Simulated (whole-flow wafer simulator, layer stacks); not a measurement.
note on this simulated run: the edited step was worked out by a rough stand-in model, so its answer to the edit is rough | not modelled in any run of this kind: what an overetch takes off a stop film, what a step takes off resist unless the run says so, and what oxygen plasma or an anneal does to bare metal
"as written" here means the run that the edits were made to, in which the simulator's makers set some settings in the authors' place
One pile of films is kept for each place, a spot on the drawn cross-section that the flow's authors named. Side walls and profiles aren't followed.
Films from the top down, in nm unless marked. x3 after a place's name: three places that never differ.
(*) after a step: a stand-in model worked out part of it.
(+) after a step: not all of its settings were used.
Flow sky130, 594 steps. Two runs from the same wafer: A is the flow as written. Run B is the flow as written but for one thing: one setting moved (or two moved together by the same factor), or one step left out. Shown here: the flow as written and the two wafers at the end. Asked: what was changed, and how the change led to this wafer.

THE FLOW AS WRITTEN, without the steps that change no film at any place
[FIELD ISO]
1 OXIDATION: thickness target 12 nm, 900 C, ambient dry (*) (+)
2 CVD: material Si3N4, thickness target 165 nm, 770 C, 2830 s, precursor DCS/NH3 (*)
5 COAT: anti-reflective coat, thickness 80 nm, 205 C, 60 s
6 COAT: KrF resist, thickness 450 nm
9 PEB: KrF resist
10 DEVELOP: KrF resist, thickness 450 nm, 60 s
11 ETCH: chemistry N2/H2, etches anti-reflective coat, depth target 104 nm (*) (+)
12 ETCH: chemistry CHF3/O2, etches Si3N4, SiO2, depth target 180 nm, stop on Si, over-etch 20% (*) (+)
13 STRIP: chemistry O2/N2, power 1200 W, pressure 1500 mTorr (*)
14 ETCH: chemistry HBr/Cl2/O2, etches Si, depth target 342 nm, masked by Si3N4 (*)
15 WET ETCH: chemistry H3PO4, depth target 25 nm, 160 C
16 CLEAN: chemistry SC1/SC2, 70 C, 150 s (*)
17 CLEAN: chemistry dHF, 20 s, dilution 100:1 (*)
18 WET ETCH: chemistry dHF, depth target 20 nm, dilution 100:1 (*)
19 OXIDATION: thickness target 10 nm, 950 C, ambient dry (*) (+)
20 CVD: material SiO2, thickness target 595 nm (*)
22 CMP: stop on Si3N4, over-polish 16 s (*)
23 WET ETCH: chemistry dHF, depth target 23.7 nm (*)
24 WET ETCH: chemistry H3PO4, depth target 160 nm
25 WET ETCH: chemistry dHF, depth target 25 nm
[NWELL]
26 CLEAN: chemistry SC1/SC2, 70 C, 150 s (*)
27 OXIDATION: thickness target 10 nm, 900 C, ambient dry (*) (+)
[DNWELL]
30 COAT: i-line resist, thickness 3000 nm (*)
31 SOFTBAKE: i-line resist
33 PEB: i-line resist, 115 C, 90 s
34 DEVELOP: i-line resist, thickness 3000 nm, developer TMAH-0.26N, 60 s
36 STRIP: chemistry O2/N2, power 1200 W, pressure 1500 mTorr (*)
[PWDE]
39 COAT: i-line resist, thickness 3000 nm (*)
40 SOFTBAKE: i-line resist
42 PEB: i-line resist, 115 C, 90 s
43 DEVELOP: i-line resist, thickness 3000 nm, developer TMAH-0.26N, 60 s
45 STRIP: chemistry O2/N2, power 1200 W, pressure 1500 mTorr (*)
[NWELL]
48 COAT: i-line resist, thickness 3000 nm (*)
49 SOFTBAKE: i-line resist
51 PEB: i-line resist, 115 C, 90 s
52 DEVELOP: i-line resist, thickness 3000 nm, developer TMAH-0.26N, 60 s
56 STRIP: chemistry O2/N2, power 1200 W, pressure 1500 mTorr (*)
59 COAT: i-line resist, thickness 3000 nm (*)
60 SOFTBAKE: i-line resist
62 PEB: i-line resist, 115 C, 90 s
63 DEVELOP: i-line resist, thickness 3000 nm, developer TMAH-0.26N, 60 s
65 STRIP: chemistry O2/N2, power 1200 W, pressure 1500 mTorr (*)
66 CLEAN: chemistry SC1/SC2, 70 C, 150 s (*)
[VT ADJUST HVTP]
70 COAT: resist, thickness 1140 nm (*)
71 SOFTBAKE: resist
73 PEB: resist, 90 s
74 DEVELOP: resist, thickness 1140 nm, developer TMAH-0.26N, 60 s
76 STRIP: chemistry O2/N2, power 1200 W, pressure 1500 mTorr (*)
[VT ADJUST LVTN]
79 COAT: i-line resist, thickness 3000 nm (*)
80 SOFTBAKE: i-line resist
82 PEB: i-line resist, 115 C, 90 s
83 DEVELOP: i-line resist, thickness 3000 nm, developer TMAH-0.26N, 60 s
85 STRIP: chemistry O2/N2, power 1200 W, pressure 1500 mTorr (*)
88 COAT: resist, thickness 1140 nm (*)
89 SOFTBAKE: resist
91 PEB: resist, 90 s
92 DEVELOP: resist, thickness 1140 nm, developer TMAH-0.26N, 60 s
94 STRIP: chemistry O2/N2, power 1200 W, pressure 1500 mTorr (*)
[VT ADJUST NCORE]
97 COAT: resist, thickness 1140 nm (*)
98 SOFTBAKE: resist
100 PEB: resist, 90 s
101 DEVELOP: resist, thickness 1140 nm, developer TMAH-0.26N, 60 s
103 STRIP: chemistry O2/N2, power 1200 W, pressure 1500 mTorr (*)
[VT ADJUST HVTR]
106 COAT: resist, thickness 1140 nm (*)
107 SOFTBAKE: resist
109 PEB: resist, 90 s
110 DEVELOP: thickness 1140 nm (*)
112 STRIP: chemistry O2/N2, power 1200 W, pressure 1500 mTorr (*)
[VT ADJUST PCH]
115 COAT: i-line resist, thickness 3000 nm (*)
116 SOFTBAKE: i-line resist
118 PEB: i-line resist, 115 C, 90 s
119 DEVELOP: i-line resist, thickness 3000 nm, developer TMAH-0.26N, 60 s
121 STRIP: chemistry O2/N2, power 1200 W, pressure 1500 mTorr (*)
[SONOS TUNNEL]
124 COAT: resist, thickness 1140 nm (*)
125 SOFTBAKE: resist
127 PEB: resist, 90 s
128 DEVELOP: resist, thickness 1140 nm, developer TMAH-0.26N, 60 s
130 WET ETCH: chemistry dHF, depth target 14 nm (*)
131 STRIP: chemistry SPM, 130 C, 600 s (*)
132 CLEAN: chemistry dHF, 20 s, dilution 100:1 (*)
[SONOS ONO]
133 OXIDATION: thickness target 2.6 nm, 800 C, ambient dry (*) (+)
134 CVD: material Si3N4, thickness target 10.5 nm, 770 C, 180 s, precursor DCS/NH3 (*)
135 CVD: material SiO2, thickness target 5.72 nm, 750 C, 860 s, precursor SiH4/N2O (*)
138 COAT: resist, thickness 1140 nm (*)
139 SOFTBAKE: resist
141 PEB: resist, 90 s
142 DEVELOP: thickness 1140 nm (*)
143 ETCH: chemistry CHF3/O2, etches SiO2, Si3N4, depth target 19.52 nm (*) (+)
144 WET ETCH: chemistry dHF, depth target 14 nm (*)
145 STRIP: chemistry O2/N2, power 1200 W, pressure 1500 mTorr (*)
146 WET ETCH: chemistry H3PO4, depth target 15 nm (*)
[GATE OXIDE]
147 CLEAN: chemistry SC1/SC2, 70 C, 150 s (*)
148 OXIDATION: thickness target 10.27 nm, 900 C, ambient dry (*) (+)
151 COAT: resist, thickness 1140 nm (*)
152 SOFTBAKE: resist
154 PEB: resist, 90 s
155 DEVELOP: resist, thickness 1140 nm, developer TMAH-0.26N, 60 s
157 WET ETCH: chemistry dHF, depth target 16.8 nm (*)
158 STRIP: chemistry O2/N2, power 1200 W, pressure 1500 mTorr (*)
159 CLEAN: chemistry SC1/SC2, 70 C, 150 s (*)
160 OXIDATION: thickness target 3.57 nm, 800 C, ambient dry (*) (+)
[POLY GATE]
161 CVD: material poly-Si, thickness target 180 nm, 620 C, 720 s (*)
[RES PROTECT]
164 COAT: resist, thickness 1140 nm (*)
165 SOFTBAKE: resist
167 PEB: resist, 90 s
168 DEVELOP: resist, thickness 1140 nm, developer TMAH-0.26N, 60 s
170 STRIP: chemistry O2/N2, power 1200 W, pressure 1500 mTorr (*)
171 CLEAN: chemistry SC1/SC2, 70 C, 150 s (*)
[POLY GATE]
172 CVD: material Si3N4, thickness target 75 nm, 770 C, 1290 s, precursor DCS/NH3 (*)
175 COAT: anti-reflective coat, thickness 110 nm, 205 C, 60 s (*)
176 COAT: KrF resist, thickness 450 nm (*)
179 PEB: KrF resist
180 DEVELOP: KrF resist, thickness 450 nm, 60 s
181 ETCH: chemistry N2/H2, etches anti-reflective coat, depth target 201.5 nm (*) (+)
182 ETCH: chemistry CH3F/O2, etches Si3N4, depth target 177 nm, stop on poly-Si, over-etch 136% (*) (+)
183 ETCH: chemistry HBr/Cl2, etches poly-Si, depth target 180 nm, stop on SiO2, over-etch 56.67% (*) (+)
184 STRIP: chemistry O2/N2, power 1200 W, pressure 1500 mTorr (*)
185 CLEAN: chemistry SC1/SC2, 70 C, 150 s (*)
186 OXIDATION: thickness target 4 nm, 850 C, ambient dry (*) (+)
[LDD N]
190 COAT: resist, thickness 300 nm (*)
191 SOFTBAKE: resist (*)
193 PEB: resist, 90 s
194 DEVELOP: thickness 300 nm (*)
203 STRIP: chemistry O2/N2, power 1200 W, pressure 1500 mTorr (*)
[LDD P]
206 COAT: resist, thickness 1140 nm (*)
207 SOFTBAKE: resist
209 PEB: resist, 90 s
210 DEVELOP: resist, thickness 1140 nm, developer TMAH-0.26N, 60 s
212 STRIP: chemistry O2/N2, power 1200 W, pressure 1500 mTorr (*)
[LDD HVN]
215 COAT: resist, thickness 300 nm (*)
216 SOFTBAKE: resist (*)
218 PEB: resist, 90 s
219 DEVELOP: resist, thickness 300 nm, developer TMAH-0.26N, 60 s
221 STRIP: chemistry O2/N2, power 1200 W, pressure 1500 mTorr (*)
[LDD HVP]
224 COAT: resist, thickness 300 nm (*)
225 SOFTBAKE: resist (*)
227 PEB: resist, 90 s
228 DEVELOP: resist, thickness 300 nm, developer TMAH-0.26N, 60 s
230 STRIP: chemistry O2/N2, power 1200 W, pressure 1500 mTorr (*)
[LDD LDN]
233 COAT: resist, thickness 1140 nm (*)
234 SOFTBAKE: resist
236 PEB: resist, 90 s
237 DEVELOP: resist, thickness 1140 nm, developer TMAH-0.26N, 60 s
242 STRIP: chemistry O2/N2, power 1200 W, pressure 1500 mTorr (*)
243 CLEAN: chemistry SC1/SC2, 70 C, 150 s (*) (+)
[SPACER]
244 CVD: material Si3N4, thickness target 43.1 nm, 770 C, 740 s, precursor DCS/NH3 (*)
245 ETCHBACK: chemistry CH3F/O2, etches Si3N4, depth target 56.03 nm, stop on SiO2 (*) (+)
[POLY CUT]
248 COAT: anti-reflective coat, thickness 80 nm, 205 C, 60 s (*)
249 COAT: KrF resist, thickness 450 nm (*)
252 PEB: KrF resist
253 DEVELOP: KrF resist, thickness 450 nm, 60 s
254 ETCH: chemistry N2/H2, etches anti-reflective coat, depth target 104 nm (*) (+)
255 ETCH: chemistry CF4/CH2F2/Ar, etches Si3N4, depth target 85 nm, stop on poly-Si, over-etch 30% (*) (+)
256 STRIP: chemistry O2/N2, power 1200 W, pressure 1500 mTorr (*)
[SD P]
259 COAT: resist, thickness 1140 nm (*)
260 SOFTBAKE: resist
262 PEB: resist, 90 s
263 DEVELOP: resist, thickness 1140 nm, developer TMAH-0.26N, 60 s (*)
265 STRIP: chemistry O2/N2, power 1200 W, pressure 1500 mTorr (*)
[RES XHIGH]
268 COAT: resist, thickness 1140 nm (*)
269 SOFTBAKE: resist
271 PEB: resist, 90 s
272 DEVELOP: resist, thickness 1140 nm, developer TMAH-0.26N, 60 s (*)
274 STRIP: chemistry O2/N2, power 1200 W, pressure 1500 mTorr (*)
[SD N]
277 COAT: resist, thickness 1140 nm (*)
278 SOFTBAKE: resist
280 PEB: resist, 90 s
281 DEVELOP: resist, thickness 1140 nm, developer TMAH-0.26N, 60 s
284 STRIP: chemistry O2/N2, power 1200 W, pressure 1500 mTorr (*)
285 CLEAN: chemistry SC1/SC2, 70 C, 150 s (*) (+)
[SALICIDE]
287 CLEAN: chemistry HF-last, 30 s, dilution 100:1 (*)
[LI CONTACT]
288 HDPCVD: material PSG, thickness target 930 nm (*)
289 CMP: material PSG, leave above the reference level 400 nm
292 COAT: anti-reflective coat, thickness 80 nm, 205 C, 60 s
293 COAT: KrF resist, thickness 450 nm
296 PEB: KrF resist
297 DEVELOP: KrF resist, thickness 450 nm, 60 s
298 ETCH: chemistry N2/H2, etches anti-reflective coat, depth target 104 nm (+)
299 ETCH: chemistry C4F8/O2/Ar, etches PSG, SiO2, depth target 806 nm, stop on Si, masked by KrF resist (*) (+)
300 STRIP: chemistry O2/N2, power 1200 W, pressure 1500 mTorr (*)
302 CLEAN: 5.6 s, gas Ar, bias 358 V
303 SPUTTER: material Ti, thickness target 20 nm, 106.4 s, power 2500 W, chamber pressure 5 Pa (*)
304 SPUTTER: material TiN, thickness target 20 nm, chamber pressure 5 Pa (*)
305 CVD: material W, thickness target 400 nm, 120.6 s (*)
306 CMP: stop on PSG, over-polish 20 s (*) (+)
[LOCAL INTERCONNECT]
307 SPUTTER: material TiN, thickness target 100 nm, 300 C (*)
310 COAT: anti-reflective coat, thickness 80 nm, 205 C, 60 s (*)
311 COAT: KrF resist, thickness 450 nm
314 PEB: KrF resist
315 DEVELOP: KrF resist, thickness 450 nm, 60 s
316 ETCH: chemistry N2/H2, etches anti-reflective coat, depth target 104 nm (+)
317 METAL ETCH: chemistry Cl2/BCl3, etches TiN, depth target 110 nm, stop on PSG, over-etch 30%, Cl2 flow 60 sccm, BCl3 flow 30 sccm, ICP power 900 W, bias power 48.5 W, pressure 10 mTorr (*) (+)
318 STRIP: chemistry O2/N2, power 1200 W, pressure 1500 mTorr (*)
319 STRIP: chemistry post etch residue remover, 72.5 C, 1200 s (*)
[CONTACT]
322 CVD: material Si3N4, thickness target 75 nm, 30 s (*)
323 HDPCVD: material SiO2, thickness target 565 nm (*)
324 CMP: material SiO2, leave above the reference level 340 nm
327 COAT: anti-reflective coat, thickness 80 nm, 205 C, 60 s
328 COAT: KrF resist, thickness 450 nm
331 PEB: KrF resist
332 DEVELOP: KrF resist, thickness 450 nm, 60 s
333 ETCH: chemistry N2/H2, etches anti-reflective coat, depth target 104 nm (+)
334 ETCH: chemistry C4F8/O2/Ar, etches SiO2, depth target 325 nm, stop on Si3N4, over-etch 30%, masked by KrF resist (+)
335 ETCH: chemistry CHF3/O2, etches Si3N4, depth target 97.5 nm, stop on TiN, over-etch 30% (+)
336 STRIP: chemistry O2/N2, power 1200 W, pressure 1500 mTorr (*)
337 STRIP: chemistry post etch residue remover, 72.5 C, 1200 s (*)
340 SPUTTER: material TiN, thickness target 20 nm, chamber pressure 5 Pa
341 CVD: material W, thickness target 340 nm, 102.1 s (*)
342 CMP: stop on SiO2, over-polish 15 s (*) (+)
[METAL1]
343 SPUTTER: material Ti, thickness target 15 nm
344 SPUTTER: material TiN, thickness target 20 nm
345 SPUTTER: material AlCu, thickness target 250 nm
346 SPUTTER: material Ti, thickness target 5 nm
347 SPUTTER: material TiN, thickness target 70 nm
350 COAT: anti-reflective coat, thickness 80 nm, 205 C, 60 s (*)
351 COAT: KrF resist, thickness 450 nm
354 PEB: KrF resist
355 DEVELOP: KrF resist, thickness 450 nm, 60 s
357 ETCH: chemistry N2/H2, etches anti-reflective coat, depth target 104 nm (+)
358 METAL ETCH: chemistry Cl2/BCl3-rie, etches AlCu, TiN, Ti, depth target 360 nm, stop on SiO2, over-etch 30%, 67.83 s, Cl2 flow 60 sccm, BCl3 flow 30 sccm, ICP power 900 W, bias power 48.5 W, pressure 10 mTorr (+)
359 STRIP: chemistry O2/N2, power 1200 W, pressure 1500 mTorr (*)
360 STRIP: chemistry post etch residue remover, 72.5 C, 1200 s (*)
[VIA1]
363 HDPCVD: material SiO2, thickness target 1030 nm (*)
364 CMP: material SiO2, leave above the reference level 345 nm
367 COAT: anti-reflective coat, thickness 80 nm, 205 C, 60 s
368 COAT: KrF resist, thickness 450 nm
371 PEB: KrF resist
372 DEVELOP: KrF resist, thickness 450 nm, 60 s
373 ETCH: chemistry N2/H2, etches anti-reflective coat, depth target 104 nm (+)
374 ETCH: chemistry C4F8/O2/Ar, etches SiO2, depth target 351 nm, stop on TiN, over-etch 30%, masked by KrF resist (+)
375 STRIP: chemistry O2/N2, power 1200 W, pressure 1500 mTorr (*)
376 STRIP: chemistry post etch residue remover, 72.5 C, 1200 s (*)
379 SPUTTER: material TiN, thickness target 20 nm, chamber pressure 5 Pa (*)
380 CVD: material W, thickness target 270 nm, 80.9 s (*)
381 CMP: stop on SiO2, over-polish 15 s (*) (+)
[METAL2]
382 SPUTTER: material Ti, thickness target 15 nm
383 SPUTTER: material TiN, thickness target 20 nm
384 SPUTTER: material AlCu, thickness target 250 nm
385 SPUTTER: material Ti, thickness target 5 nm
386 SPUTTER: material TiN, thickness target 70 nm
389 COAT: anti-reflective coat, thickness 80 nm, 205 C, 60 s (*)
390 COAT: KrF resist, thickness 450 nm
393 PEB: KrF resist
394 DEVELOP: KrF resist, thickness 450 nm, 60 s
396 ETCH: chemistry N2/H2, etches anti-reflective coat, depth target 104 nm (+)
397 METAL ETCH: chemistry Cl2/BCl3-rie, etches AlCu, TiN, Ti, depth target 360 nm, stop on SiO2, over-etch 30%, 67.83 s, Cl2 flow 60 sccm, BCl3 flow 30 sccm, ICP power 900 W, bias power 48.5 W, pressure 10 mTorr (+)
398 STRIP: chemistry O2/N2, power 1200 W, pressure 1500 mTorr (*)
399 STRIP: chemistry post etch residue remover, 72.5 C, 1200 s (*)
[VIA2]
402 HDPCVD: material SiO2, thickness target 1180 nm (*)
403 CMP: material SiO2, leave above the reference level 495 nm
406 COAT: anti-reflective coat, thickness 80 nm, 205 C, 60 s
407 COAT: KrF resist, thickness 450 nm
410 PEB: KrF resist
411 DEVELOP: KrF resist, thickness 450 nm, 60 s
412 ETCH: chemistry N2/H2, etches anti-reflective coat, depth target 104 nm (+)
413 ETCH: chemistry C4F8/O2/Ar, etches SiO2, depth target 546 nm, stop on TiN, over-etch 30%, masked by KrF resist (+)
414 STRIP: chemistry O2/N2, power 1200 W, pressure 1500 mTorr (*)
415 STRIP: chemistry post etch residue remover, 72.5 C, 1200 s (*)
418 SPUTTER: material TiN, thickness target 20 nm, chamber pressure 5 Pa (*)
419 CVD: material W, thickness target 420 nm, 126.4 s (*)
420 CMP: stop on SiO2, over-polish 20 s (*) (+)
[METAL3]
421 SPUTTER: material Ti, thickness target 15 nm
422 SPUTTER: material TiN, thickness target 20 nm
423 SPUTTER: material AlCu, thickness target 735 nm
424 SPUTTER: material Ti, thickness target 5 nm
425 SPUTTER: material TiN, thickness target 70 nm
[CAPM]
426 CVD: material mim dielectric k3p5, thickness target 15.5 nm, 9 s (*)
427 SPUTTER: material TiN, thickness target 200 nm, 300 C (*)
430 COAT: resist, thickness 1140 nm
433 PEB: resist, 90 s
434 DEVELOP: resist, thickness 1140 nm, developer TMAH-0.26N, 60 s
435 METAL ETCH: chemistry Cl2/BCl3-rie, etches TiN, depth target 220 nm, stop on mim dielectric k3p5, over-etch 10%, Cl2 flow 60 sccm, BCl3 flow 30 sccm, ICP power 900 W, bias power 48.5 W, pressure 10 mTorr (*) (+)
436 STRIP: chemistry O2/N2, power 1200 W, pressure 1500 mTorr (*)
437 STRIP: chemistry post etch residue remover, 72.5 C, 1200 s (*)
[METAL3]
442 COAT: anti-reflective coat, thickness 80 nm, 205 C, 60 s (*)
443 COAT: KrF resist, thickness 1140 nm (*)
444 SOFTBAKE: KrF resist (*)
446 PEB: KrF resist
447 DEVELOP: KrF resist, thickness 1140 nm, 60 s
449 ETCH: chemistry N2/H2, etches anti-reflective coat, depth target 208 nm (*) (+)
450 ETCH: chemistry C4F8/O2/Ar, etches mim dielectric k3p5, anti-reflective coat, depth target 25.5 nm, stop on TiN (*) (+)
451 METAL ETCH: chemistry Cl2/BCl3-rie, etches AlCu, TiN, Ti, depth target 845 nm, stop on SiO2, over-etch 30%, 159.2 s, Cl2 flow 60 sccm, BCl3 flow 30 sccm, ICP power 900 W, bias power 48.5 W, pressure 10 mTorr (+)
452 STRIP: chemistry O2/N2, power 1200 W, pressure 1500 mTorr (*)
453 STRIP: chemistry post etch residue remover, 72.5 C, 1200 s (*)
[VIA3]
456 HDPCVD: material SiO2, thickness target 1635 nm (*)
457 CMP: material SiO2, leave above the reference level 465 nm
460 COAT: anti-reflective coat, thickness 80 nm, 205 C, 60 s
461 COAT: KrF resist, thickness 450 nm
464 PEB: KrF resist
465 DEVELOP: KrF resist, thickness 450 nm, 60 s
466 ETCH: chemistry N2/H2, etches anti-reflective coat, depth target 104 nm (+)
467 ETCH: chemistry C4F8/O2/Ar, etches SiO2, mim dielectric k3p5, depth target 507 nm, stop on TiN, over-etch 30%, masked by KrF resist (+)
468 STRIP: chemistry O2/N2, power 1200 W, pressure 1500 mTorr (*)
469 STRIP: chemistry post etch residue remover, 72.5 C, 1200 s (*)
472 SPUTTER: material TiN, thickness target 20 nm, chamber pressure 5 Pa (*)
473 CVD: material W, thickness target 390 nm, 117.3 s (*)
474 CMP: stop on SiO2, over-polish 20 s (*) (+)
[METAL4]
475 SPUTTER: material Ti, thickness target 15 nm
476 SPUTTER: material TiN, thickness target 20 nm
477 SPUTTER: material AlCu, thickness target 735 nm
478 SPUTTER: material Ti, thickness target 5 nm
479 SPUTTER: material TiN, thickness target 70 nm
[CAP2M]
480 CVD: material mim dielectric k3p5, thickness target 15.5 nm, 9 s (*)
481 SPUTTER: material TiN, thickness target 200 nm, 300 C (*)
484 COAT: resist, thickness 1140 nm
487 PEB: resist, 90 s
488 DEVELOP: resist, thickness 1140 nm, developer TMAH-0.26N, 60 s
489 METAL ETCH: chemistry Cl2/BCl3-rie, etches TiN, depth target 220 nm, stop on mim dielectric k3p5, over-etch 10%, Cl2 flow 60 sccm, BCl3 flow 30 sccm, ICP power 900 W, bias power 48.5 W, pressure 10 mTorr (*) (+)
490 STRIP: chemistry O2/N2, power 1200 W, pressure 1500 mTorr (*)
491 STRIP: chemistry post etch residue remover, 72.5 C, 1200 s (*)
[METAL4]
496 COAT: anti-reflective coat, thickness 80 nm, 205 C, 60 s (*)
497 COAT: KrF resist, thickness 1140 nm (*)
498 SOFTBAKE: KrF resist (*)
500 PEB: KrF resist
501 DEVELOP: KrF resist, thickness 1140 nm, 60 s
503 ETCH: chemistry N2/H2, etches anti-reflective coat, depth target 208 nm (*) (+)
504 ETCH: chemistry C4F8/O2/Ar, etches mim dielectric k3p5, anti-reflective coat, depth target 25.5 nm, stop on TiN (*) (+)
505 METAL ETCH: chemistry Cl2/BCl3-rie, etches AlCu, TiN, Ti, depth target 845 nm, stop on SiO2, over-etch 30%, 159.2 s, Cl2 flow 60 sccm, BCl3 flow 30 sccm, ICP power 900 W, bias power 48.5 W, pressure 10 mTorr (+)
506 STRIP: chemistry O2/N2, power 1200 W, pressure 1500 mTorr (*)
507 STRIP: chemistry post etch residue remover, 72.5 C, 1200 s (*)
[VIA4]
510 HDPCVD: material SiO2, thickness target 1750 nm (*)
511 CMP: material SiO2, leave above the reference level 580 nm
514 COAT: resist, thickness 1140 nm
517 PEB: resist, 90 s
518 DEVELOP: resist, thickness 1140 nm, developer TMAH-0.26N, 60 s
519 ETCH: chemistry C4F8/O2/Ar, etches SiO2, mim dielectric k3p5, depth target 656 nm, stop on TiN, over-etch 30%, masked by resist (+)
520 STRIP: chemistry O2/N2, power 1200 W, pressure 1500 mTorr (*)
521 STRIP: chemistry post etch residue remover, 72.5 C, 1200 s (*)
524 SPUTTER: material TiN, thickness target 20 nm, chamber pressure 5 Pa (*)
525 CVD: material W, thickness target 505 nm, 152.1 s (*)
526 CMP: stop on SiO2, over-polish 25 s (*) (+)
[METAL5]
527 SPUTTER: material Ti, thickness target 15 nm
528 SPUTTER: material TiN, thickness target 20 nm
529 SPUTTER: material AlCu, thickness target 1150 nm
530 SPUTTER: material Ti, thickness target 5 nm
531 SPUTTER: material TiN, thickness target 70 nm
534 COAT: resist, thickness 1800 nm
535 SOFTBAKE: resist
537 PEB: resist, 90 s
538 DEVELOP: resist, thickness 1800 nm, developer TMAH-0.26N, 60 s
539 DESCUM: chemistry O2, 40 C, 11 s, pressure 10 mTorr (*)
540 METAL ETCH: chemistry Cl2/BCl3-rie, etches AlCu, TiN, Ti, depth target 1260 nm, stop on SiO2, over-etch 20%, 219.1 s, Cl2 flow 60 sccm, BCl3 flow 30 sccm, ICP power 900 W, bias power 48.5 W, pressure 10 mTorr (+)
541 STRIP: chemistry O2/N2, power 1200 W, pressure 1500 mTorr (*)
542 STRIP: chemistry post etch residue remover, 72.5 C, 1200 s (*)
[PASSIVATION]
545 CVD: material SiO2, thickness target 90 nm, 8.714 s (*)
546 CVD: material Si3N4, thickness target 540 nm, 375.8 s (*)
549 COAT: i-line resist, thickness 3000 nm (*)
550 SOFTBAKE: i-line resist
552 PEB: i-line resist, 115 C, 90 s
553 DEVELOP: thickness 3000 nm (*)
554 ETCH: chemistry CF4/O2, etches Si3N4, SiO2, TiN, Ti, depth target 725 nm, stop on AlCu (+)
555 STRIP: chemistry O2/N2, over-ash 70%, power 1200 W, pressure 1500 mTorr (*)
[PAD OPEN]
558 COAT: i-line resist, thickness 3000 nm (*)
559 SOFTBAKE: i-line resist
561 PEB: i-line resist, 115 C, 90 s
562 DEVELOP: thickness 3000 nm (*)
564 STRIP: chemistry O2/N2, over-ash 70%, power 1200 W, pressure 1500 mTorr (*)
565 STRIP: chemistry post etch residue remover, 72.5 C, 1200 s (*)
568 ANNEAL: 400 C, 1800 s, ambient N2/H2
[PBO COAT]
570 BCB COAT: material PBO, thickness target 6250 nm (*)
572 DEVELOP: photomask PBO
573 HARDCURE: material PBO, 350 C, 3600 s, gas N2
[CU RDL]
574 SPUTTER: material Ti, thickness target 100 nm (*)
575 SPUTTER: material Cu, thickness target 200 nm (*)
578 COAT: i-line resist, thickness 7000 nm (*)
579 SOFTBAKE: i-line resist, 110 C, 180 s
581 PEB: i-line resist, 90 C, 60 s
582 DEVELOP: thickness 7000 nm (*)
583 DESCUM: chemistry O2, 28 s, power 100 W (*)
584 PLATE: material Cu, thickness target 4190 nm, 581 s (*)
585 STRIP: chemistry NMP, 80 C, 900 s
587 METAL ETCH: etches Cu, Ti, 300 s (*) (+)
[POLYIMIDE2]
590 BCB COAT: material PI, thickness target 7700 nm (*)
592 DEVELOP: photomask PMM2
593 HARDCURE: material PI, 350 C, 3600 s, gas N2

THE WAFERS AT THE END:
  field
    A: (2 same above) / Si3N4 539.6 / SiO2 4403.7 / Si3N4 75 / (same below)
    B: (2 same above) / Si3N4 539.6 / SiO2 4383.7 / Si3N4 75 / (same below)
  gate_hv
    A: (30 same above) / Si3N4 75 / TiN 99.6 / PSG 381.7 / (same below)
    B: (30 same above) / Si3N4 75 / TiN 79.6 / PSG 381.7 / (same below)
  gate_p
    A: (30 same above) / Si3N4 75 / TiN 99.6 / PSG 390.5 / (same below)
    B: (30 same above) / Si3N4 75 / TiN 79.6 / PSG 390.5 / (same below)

The cause: step 307, SPUTTER: thickness target 80 nm was run, where the flow has thickness target 100 nm.

How the change led to this, step by step:
  307 SPUTTER: material TiN, thickness target 100 nm, 300 C (*)
      field, active, n_well and 188 more: A TiN +100 (new film) | B TiN +80 (new film)
  317 METAL ETCH: chemistry Cl2/BCl3, etches TiN, depth target 110 nm, stop on PSG, over-etch 30%, Cl2 flow 60 sccm, BCl3 flow 30 sccm, ICP power 900 W, bias power 48.5 W, pressure 10 mTorr (*) (+)
      n_well, p_well, gate_hv and 97 more: A KrF resist -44 | B KrF resist -40.9
      field, active, gate and 88 more: A TiN -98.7 (all of it) | B TiN -78.7 (all of it)
  324 CMP: material SiO2, leave above the reference level 340 nm
      field, active, gate and 88 more: A SiO2 -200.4 | B SiO2 -220.4
